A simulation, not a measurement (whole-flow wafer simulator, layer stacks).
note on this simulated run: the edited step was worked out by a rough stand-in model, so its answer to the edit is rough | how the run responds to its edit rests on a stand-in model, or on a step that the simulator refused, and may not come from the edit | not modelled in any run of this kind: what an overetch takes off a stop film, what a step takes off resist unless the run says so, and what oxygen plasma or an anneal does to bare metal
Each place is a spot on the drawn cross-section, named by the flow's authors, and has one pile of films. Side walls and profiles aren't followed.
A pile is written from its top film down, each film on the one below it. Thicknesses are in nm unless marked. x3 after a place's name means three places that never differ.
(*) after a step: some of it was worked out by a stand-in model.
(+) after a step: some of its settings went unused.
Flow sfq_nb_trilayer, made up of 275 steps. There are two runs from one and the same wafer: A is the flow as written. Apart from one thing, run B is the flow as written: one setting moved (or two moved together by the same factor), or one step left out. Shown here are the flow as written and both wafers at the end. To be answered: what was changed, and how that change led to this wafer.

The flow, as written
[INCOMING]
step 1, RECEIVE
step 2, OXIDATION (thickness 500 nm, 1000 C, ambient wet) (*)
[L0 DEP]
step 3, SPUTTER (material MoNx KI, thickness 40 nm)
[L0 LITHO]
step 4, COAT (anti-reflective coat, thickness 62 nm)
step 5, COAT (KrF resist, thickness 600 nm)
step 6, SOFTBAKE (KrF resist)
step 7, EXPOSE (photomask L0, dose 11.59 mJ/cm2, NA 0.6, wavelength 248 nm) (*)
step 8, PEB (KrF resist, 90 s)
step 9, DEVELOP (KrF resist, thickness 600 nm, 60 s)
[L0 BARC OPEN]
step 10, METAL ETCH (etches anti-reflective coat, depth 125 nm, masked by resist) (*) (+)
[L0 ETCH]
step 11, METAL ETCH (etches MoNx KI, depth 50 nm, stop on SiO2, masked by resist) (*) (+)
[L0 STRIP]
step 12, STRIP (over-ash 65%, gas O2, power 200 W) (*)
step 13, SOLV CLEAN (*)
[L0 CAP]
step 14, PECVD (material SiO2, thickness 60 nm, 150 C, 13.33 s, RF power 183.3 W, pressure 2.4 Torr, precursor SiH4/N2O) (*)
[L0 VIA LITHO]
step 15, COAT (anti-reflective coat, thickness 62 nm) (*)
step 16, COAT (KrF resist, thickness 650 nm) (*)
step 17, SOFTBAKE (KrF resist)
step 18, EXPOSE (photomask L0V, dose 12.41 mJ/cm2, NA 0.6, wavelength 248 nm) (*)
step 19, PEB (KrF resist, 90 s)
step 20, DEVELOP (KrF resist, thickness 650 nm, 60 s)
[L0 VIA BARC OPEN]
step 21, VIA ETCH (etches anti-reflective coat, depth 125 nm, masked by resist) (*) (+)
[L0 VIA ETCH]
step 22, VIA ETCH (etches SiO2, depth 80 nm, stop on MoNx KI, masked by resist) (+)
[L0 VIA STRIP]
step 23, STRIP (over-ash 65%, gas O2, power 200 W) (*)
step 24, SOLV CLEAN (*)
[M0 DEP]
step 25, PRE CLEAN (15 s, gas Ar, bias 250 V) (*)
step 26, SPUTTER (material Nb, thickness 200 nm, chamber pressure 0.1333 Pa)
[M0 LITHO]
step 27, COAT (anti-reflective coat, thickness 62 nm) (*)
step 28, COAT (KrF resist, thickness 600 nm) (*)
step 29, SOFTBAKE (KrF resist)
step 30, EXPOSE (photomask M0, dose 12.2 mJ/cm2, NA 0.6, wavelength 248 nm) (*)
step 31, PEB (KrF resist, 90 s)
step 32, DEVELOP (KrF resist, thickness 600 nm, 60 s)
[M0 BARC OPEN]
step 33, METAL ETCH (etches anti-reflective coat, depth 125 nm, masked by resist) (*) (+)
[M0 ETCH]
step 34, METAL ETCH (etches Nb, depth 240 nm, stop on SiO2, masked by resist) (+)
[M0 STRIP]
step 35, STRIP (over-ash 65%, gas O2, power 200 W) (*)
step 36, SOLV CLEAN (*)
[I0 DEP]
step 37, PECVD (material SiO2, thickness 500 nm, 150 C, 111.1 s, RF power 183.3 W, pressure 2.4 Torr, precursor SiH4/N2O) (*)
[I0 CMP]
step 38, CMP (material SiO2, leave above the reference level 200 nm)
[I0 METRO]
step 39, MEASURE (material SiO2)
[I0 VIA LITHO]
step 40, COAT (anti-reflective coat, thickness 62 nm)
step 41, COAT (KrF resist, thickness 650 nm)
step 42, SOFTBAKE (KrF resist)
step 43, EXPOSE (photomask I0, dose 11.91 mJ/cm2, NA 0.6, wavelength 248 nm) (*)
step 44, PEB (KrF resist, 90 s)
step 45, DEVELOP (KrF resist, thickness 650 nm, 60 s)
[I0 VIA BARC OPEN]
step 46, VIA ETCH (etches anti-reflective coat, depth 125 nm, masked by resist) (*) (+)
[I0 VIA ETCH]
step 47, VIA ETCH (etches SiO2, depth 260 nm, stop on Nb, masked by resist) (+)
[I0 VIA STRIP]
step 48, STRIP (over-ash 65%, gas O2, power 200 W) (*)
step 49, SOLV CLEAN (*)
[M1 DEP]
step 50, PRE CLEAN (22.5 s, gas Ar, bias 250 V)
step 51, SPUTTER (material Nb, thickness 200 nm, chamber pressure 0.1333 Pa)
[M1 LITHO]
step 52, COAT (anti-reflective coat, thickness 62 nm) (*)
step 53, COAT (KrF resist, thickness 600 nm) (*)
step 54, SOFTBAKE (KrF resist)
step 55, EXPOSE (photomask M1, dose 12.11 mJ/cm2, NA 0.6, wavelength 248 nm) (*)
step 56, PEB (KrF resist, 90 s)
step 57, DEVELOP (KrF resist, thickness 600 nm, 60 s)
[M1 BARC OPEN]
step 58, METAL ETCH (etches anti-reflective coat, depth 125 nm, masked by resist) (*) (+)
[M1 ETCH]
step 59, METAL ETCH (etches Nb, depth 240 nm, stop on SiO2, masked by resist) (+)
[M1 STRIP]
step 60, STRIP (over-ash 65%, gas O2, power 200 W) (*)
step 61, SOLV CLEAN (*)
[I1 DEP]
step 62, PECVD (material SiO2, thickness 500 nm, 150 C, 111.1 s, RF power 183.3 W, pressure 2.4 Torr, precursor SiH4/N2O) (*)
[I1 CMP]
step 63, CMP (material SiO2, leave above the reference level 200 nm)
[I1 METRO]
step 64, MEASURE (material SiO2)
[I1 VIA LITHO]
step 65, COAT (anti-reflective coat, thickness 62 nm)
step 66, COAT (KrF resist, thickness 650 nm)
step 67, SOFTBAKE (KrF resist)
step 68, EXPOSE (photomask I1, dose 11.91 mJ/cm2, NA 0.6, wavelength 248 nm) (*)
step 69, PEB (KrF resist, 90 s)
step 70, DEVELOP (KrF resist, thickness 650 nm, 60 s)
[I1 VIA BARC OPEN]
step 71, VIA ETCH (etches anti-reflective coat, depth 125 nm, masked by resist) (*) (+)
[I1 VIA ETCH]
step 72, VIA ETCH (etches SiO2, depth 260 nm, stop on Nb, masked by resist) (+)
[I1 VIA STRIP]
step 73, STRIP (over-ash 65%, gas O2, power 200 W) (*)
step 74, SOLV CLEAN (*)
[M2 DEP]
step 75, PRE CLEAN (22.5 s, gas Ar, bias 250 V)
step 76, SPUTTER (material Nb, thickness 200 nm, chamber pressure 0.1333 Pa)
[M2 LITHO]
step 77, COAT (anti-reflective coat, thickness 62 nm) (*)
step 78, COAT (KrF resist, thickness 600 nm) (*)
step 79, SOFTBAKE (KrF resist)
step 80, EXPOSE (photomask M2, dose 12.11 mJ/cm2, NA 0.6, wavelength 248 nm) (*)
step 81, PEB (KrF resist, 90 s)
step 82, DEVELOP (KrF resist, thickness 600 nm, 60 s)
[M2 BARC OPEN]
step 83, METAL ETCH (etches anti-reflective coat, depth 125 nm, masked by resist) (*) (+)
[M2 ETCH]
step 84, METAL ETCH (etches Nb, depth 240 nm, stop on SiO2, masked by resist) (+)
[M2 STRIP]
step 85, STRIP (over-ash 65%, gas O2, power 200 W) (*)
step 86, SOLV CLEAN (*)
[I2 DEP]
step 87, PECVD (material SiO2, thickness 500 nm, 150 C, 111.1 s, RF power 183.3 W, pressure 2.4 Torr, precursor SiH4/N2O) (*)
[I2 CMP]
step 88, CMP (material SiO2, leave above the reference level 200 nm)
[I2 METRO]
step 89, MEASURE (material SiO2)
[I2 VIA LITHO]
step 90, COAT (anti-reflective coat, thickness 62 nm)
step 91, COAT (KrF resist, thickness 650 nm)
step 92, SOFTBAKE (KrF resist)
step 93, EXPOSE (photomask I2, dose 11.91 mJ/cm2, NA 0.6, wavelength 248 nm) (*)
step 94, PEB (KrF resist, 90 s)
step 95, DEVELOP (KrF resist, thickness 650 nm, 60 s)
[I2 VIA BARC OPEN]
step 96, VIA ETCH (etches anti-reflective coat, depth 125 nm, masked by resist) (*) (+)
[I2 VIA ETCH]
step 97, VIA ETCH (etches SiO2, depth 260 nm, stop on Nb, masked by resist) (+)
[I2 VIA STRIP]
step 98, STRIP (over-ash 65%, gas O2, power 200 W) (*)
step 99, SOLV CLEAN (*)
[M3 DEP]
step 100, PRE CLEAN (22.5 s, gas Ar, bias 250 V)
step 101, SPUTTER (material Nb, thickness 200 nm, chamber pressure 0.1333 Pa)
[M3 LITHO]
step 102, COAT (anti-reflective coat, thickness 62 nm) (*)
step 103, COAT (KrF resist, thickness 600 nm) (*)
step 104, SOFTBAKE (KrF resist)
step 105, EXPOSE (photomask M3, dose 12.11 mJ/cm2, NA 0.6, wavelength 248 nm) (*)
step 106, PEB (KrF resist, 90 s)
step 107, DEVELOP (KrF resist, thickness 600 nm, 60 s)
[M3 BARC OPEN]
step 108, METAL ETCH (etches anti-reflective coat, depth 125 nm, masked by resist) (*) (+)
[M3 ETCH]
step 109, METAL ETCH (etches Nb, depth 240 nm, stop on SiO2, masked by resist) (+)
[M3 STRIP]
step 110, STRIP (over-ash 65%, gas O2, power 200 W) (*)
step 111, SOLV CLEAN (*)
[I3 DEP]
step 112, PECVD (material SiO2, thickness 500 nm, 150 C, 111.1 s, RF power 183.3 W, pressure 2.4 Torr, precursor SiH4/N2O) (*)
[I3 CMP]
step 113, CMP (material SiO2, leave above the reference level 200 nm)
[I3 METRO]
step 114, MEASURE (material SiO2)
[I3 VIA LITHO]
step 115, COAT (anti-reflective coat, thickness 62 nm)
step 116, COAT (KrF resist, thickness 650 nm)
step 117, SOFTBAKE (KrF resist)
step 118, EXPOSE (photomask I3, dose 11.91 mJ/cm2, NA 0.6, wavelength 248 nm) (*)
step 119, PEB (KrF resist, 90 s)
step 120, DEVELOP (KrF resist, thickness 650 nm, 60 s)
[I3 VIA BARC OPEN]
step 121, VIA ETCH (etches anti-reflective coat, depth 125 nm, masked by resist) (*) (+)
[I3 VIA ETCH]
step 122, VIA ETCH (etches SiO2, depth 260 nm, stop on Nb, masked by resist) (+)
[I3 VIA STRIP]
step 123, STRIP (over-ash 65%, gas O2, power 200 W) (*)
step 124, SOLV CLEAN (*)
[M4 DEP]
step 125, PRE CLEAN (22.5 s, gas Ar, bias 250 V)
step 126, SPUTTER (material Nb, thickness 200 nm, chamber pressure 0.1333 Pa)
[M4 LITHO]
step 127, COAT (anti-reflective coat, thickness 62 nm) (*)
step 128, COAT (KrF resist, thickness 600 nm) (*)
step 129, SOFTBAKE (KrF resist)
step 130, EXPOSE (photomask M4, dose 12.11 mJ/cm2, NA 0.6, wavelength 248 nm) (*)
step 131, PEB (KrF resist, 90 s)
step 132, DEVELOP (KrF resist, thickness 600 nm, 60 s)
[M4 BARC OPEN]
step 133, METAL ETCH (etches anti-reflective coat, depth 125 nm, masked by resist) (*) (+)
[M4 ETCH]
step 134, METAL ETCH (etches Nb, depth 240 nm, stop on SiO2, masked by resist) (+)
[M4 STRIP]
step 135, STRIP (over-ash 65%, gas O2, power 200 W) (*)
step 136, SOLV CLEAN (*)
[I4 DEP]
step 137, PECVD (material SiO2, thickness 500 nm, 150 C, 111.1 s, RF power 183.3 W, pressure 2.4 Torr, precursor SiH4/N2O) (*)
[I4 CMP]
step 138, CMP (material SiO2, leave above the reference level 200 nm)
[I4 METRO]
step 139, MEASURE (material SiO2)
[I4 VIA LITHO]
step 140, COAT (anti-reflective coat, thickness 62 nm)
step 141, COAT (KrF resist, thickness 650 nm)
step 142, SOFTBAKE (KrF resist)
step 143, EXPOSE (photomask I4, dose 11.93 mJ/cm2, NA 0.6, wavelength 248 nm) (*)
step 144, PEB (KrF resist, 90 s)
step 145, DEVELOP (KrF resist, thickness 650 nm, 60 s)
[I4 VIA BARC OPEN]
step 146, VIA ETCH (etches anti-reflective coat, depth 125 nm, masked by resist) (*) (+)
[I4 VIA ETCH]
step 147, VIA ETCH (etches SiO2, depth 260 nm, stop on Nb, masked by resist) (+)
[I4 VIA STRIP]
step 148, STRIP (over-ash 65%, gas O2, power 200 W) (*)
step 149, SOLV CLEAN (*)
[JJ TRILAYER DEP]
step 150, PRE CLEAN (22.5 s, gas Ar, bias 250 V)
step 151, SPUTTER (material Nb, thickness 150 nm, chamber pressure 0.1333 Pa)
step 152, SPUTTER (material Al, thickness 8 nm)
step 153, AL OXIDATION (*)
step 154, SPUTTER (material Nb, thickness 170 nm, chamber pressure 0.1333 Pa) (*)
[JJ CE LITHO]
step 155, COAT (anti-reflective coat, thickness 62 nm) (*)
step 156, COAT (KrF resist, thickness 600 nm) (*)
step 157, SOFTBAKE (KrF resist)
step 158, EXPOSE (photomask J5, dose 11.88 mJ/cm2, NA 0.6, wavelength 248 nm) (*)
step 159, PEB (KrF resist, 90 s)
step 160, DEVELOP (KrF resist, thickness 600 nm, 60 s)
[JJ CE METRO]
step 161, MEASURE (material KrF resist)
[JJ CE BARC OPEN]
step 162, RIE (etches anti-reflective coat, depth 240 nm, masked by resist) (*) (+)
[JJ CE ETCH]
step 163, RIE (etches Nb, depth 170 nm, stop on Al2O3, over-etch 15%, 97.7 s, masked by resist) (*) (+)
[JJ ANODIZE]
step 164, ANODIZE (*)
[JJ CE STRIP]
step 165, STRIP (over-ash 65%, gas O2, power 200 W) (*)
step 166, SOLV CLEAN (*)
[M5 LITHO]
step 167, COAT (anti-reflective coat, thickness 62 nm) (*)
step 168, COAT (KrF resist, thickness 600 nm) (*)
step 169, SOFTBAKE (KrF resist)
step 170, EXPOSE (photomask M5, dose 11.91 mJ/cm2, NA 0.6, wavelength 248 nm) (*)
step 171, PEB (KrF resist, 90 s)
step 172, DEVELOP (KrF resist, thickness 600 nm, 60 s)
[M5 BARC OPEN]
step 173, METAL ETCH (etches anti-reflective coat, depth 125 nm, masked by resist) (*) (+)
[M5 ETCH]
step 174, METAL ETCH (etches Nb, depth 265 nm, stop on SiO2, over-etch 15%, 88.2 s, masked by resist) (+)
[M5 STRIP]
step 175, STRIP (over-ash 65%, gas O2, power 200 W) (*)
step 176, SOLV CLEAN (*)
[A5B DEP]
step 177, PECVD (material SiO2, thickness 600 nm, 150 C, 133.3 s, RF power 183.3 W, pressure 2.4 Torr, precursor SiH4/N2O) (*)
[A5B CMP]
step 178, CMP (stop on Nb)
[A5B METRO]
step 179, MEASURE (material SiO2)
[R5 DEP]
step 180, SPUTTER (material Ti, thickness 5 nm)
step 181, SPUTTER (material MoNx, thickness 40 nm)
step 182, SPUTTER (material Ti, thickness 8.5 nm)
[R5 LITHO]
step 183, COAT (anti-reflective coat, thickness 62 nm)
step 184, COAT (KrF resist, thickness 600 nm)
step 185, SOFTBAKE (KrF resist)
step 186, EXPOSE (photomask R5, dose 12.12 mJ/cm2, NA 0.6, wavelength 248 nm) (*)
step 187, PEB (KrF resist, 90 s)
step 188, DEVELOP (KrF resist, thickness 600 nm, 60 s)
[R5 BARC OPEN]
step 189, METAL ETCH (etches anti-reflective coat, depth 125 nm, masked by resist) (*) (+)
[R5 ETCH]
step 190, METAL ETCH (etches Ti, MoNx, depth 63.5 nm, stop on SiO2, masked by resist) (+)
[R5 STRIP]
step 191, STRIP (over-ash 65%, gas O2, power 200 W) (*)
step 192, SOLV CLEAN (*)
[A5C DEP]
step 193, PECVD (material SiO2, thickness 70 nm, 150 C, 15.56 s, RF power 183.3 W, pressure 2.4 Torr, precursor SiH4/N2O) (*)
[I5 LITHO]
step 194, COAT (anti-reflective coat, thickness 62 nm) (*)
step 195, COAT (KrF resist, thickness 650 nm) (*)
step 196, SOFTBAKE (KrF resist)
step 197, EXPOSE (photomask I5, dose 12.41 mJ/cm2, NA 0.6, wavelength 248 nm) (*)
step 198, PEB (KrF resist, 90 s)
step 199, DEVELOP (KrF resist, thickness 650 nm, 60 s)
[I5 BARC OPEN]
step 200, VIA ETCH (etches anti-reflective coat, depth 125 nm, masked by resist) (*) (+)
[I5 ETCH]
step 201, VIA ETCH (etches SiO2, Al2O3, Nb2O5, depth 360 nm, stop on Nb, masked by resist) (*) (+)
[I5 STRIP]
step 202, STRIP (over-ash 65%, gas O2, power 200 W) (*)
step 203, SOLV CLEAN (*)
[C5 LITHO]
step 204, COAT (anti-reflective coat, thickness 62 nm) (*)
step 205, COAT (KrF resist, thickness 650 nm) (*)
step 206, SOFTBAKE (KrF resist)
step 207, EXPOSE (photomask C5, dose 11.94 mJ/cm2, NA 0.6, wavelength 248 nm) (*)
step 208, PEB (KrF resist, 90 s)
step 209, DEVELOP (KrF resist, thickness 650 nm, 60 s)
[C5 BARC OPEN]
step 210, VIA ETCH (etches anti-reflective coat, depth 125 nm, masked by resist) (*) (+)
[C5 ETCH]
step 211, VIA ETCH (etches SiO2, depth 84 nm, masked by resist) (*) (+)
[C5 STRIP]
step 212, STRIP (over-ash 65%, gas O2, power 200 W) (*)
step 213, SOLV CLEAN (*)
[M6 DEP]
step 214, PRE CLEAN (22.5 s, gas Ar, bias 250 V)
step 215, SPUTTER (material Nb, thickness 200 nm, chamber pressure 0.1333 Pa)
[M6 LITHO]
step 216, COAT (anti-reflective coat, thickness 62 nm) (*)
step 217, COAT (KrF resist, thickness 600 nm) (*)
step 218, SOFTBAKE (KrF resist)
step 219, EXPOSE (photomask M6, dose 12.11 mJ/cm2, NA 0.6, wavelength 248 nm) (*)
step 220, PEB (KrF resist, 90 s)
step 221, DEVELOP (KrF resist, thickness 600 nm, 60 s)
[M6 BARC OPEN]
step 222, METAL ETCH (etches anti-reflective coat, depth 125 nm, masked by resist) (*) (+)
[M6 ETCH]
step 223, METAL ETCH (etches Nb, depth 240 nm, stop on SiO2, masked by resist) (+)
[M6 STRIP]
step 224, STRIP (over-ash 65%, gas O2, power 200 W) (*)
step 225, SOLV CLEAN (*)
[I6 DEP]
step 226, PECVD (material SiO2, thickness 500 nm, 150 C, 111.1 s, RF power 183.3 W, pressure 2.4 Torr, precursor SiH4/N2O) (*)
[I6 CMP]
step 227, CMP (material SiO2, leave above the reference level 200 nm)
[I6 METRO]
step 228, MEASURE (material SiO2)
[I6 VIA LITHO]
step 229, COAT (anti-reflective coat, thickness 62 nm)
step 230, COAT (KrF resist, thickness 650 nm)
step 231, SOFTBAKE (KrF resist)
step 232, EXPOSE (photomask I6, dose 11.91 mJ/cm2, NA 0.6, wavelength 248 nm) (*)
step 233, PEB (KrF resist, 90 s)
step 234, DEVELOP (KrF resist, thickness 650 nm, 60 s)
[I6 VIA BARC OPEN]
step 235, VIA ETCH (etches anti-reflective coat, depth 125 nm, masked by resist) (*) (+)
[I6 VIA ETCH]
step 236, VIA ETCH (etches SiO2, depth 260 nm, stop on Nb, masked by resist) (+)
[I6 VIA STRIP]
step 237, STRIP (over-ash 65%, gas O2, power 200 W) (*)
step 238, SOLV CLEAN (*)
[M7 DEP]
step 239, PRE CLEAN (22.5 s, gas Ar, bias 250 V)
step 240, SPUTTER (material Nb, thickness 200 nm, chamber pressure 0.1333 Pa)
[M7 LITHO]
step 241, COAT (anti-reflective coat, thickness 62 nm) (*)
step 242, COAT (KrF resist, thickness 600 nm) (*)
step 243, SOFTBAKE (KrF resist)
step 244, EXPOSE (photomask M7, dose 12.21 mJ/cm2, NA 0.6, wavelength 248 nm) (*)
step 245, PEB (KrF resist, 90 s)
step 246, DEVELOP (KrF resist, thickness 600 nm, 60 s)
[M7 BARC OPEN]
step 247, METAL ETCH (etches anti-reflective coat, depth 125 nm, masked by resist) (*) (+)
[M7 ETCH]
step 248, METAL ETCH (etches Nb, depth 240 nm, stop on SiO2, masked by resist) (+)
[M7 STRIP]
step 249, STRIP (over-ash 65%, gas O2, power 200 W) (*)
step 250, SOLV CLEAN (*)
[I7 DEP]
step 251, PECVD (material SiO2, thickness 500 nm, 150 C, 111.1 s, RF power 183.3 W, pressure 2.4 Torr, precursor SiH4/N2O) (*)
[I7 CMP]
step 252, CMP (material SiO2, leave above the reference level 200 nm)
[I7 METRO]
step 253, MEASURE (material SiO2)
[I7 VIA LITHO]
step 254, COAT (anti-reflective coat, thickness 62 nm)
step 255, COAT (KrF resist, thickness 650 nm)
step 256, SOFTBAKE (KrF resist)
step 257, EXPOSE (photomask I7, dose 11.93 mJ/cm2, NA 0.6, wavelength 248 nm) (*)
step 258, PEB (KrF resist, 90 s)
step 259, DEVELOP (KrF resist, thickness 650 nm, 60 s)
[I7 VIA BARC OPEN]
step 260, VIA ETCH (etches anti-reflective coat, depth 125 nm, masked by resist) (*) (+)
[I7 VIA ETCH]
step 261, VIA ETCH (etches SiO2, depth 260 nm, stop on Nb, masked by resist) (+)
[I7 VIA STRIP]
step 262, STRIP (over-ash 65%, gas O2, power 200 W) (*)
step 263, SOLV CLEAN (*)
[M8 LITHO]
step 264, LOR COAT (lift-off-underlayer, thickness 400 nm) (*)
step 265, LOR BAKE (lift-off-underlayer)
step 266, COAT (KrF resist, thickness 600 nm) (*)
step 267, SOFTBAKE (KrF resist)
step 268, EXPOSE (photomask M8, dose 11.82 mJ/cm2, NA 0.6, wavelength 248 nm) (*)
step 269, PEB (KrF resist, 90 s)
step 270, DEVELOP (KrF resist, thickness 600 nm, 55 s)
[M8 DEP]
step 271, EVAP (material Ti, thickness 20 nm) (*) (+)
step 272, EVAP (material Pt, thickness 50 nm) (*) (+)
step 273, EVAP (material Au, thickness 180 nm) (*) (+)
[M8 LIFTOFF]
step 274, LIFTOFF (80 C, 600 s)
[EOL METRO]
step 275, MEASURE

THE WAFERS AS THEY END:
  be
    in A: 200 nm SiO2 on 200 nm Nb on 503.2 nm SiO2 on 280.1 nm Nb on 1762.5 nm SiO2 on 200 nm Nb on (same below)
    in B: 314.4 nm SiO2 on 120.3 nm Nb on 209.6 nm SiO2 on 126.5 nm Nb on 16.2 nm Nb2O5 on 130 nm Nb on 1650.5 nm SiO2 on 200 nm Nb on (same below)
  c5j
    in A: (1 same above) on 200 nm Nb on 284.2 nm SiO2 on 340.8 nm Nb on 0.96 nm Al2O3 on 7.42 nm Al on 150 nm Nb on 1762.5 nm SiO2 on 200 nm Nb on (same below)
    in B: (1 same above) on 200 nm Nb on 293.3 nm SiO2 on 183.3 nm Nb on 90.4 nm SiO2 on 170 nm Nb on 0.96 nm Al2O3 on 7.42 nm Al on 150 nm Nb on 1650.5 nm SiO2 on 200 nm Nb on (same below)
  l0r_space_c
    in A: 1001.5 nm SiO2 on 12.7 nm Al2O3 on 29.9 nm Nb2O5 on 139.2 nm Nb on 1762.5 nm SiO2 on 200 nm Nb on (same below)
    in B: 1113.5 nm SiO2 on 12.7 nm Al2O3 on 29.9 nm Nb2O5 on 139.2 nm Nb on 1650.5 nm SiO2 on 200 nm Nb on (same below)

The reason: step 137, PECVD: thickness 288 nm was run, though the flow has thickness 500 nm; step 137, PECVD: 63.89 s was run, where the flow has 111.1 s.

How this came from the change, step by step:
  step 137, PECVD (material SiO2, thickness 500 nm, 150 C, 111.1 s, RF power 183.3 W, pressure 2.4 Torr, precursor SiH4/N2O) (*)
      field_l, be, be_sur and 55 more: A SiO2 gains 500 | B SiO2 gains 288
      v_sur, via_wl, via_w and 35 more: A SiO2 gains 500 (new film) | B SiO2 gains 288 (new film)
      (as well as at 10 more places)
  step 138, CMP (material SiO2, leave above the reference level 200 nm)
      field_l, be, be_sur and 55 more: A SiO2 loses 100 | B nothing
      p3_s0, p3_s1, p3_s2, p3_s3, p3_s4, p3_s5: A SiO2 loses 157.1 | B nothing
      (as well as at 42 more places)
  step 140, COAT (anti-reflective coat, thickness 62 nm)
      m0r_line_l, m0r_line_r, m6r_line_l, m6r_line_r, m7r_line_l, m7r_line_r: A anti-reflective coat gains 62 (new film) | B anti-reflective coat gains 63.3 (new film)
      m0r_space_l, m0r_space_r, m6r_space_l, m6r_space_r, m7r_space_l, m7r_space_r: A anti-reflective coat gains 62 (new film) | B anti-reflective coat gains 76.7 (new film)
      (as well as at 82 more places)
  step 141, COAT (KrF resist, thickness 650 nm)
      m0r_line_l, m0r_line_r, m6r_line_l, m6r_line_r, m7r_line_l, m7r_line_r: A KrF resist gains 650 (new film) | B KrF resist gains 672 (new film)
      m0r_space_l, m0r_space_r, m6r_space_l, m6r_space_r, m7r_space_l, m7r_space_r: A KrF resist gains 650 (new film) | B KrF resist gains 663.6 (new film)
      (as well as at 61 more places)
  step 145, DEVELOP (KrF resist, thickness 650 nm, 60 s)
      via_wl: A KrF resist loses 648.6 (all of it) | B KrF resist loses 603.9 (all of it)
      via_w: A KrF resist loses 648.6 (all of it) | B KrF resist loses 609.4 (all of it)
      (as well as at 1 more place)
  step 146, VIA ETCH (etches anti-reflective coat, depth 125 nm, masked by resist) (*) (+)
      field_l, v_sur, via_sp and 100 more: A KrF resist loses 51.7 | B KrF resist loses 44.4
      via_wl, via_w: A anti-reflective coat loses 62 (all of it), SiO2 loses 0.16 | B anti-reflective coat loses 53.3 (all of it), SiO2 loses 0.13
      (as well as at 1 more place)
  step 148, STRIP (over-ash 65%, gas O2, power 200 W) (*)
      m0r_line_l, m0r_line_r, m6r_line_l, m6r_line_r, m7r_line_l, m7r_line_r: A KrF resist loses 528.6 (all of it), anti-reflective coat loses 62 (all of it) | B KrF resist loses 557.8 (all of it), anti-reflective coat loses 63.3 (all of it)
      m0r_space_l, m0r_space_r, m6r_space_l, m6r_space_r, m7r_space_l, m7r_space_r: A KrF resist loses 528.6 (all of it), anti-reflective coat loses 62 (all of it) | B KrF resist loses 549.4 (all of it), anti-reflective coat loses 76.7 (all of it)
      (as well as at 83 more places)
  step 151, SPUTTER (material Nb, thickness 150 nm, chamber pressure 0.1333 Pa)
      lsp_r, l0_sur, l0v: A Nb gains 150 (new film) | B Nb gains 146.1 (new film)
      be, lsp_l: A Nb gains 150 (new film) | B Nb gains 141.5 (new film)
      (as well as at 1 more place)
  step 152, SPUTTER (material Al, thickness 8 nm)
      via_v: A Al gains 8 (new film) | B Al gains 6.38 (new film)
  step 154, SPUTTER (material Nb, thickness 170 nm, chamber pressure 0.1333 Pa) (*)
      lsp_r, l0_sur, l0v: A Nb gains 170 (new film) | B Nb gains 165.6 (new film)
      be, lsp_l: A Nb gains 170 (new film) | B Nb gains 159.6 (new film)
      (as well as at 1 more place)
  step 155, COAT (anti-reflective coat, thickness 62 nm) (*)
      p3_l1, p3_l2, p3_l3, p3_l4: A anti-reflective coat gains 62 (new film) | B anti-reflective coat gains 46.2 (new film)
      ce_r, sp_r, be_r: A anti-reflective coat gains 61.5 (new film) | B anti-reflective coat gains 63.1 (new film)
      (as well as at 89 more places)
  step 156, COAT (KrF resist, thickness 600 nm) (*)
      wl_b_sr, m8r_pad_l, m8r_pad_r: A KrF resist gains 600 (new film) | B KrF resist gains 587.8 (new film)
      m0r_line_l, m6r_line_l, m7r_line_l: A KrF resist gains 600 (new film) | B KrF resist gains 620.2 (new film)
      (as well as at 69 more places)
  step 160, DEVELOP (KrF resist, thickness 600 nm, 60 s)
      wl_a_sl, m8r_pad_l, m8r_pad_r: A KrF resist loses 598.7 (all of it) | B KrF resist loses 586.6 (all of it)
      m0r_line_l, m6r_line_l, m7r_line_l: A KrF resist loses 598.7 (all of it) | B KrF resist loses 618.9 (all of it)
      (as well as at 68 more places)
  step 162, RIE (etches anti-reflective coat, depth 240 nm, masked by resist) (*) (+)
      ce_l, c5j, ce_r, wl_jj: A KrF resist loses 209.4 | B KrF resist loses 204.9
      p3_l1, p3_l2, p3_l3, p3_l4: A anti-reflective coat loses 62 (all of it) | B anti-reflective coat loses 46.2 (all of it)
      (as well as at 88 more places)
  step 163, RIE (etches Nb, depth 170 nm, stop on Al2O3, over-etch 15%, 97.7 s, masked by resist) (*) (+)
      be, lsp_l: A Nb loses 170 (all of it), Al2O3 loses 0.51 | B Nb loses 159.6 (all of it), Al2O3 loses 0.96 (all of it)
      via_v: A Nb loses 170 (all of it), Al2O3 loses 0.51 | B Nb loses 133.2 (all of it), Al2O3 loses 0.96 (all of it)
      (as well as at 3 more places)
  step 164, ANODIZE (*)
      be, lsp_l: A Al2O3 gains 12.2, Nb2O5 gains 29.9 (new film), Al loses 7.42 (all of it), Nb loses 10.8 | B Al2O3 gains 11.5 (new film), Nb2O5 gains 32.1 (new film), Al loses 6.96 (all of it), Nb loses 11.5
      via_v: A Al2O3 gains 12.2, Nb2O5 gains 29.9 (new film), Al loses 7.42 (all of it), Nb loses 10.8 | B Al2O3 gains 9.57 (new film), Nb2O5 gains 35.5 (new film), Al loses 5.8 (all of it), Nb loses 12.8
      (as well as at 3 more places)
  ... 46 other steps ...
  step 274, LIFTOFF (80 C, 600 s)
      be: A Au loses 180 (all of it), Pt loses 50 (all of it), Ti loses 20 (all of it), KrF resist loses 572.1 (all of it), lift-off-underlayer loses 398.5 (all of it) | B Au loses 180 (all of it), Pt loses 50 (all of it), Ti loses 20 (all of it), KrF resist loses 613.3 (all of it), lift-off-underlayer loses 714.3 (all of it)
      be_sur: A Au loses 180 (all of it), Pt loses 50 (all of it), Ti loses 20 (all of it), KrF resist loses 572.6 (all of it), lift-off-underlayer loses 398.9 (all of it) | B Au loses 180 (all of it), Pt loses 50 (all of it), Ti loses 20 (all of it), KrF resist loses 587.1 (all of it), lift-off-underlayer loses 366.6 (all of it)
      (as well as at 1 more place)
With metal films that touch counted as one body, be has 4 bodies (between them, from the top down: SiO2 209.6; Nb2O5 16.2; SiO2 1650.5); the flow as written gives 3 bodies (between them, from the top down: SiO2 503.2; SiO2 1762.5).
With metal films that touch counted as one body, c5j has 5 bodies (between them, from the top down: SiO2 293.3; SiO2 90.4; Al2O3 0.96; SiO2 1650.5); the flow as written gives 4 bodies (between them, from the top down: SiO2 284.2; Al2O3 0.96; SiO2 1762.5).
